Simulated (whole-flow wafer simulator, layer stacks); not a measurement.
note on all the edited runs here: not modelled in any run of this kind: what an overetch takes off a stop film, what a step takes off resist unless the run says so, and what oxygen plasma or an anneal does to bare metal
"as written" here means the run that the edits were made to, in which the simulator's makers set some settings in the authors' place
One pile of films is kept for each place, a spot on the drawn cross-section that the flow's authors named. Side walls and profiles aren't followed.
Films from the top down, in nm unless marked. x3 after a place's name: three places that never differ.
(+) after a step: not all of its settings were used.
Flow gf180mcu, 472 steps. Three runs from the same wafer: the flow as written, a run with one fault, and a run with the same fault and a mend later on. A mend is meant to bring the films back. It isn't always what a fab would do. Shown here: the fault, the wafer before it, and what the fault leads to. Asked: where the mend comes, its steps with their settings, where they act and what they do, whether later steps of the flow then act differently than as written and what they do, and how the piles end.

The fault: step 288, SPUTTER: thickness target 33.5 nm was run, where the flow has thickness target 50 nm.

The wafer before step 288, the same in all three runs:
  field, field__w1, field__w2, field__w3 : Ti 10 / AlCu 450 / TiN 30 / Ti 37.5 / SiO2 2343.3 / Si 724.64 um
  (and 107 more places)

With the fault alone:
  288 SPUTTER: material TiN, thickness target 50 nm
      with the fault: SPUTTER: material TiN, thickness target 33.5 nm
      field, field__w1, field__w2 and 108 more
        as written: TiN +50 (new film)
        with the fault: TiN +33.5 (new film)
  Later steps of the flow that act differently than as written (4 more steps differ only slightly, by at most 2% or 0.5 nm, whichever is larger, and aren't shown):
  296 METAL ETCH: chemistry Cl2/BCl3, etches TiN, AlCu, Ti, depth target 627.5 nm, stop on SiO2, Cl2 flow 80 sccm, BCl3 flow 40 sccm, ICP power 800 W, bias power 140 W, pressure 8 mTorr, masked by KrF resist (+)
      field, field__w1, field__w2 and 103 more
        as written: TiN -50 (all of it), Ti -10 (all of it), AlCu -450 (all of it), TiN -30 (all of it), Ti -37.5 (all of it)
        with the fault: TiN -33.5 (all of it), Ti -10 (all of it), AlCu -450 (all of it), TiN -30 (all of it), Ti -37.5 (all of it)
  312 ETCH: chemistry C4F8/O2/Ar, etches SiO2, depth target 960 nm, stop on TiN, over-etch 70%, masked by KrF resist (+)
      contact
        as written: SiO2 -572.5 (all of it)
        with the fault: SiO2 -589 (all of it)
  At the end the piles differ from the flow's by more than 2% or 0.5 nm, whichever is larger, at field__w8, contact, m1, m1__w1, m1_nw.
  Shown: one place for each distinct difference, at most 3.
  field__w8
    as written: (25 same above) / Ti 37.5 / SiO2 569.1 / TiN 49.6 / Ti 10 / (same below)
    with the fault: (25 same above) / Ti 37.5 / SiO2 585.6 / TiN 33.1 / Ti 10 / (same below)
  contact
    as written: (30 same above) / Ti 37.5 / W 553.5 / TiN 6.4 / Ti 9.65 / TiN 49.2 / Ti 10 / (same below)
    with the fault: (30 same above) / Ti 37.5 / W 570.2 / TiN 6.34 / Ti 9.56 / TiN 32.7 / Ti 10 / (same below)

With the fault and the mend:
  The mend comes after step 288.
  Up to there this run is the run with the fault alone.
  288a SPUTTER: material TiN, thickness target 16.5 nm (the flow's step 288 once more, with other settings)
      field, field__w1, field__w2 and 108 more
        TiN +16.5
  No later step of the flow acts differently than as written at any place that is followed.
  At the end the piles are the same as the flow's at every place that both follow.
